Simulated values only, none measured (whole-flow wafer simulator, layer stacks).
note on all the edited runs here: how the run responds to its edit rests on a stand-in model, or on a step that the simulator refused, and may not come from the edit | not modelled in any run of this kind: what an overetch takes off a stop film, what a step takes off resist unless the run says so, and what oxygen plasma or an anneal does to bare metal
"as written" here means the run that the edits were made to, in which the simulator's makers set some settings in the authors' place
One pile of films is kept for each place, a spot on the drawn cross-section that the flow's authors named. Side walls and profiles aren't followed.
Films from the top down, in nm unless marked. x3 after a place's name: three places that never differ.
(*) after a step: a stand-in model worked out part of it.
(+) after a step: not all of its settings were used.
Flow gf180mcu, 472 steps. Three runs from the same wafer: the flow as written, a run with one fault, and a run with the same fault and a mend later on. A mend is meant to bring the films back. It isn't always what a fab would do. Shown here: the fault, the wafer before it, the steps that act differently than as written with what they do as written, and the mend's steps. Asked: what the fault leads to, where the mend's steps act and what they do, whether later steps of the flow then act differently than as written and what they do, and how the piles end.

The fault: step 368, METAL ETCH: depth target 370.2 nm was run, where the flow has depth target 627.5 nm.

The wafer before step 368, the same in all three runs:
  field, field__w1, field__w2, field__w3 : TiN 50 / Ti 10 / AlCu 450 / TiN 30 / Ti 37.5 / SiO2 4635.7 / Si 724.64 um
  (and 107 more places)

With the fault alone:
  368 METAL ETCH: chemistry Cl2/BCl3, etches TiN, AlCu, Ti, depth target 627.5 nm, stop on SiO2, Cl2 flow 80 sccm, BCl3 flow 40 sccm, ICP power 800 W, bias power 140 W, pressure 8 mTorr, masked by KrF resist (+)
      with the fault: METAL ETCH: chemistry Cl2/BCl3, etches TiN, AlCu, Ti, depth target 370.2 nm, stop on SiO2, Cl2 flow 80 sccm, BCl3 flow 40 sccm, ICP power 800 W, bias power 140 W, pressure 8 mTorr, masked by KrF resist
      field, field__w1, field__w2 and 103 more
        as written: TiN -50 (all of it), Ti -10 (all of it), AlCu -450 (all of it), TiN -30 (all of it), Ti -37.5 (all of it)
        with the fault: TiN -50 (all of it), Ti -10 (all of it), AlCu -310.2
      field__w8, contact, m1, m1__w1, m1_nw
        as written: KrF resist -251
        with the fault: KrF resist -148.1
  Later steps of the flow that act differently than as written:
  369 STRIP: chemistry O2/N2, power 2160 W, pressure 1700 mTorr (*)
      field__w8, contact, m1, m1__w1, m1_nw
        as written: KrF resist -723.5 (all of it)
        with the fault: KrF resist -826.4 (all of it)
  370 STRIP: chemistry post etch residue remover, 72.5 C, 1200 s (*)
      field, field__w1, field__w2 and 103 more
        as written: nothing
        with the fault: AlCu -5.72
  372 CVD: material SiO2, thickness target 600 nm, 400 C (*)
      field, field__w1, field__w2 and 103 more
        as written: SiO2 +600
        with the fault: SiO2 +600 (new film)
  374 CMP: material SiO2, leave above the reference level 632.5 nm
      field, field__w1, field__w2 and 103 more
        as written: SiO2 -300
        with the fault: SiO2 -501.6
  At the end the piles differ from the flow's by more than 2% or 0.5 nm, whichever is larger, at field, field__w1, field__w2 and 104 more.
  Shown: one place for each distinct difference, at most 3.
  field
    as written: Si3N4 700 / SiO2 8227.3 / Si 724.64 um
    with the fault: Si3N4 700 / SiO2 3390 / AlCu 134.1 / TiN 30 / Ti 37.5 / SiO2 4635.7 / Si 724.64 um
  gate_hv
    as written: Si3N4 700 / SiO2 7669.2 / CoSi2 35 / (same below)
    with the fault: Si3N4 700 / SiO2 3390 / AlCu 134.1 / TiN 30 / Ti 37.5 / SiO2 4077.6 / CoSi2 35 / (same below)
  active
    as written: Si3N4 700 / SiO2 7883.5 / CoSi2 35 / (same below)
    with the fault: Si3N4 700 / SiO2 3390 / AlCu 134.1 / TiN 30 / Ti 37.5 / SiO2 4291.9 / CoSi2 35 / (same below)

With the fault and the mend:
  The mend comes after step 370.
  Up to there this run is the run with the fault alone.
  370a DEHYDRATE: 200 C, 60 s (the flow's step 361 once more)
      changes no film at any place that is followed
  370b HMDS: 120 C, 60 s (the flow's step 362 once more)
      changes no film at any place that is followed
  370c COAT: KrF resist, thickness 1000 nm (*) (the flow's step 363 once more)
      iso_ptap_pw, iso_ntap_nw, iso_nw_fld and 33 more
        KrF resist +1000 (new film)
      field_sub, field_sub__w1, field_sub__w3 and 11 more
        KrF resist +1002.5 (new film)
      field__w5, field__w9, field_sub__w4 and 9 more
        KrF resist +1002.4 (new film)
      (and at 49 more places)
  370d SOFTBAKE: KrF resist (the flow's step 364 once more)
      changes no film at any place that is followed
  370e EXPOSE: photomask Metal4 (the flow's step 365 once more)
      changes no film at any place that is followed
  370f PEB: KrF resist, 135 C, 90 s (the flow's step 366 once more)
      field__w1, field__w2, field__w3 and 58 more
        KrF resist -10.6
      iso_ptap_pw, iso_ntap_nw, iso_nw_fld and 33 more
        KrF resist -10.5
      sd_p, nw_sep_fld, polyc_n
        KrF resist -10.7
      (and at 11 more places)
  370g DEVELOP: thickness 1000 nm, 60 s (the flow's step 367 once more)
      iso_ptap_pw, iso_ntap_nw, iso_nw_fld and 33 more
        KrF resist -989.5 (all of it)
      field_sub__w2, field_sub__w4, gate and 10 more
        KrF resist -991.8 (all of it)
      p_well, sti, spacer and 7 more
        KrF resist -992 (all of it)
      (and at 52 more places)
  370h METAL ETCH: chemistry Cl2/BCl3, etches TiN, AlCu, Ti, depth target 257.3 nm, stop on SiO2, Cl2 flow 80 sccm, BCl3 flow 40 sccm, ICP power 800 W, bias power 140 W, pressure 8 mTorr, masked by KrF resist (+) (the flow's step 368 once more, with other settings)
      field, field__w1, field__w2 and 103 more
        AlCu -134.1 (all of it), TiN -30 (all of it), Ti -37.5 (all of it)
      field__w8, contact, m1, m1__w1, m1_nw
        KrF resist -102.9
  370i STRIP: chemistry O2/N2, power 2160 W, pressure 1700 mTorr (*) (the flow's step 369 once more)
      field__w8
        KrF resist -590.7 (all of it)
      contact
        KrF resist -588.8 (all of it)
      m1
        KrF resist -590.9 (all of it)
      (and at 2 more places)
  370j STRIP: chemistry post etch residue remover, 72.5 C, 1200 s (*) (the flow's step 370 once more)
      field__w8, contact, m1, m1__w1, m1_nw
        TiN -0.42
  No later step of the flow acts differently than as written, at any place that is followed, by more than 2% or 0.5 nm, whichever is larger.
  At the end the piles differ from the flow's only slightly at the places that both follow, by at most 2% or 0.5 nm, whichever is larger.
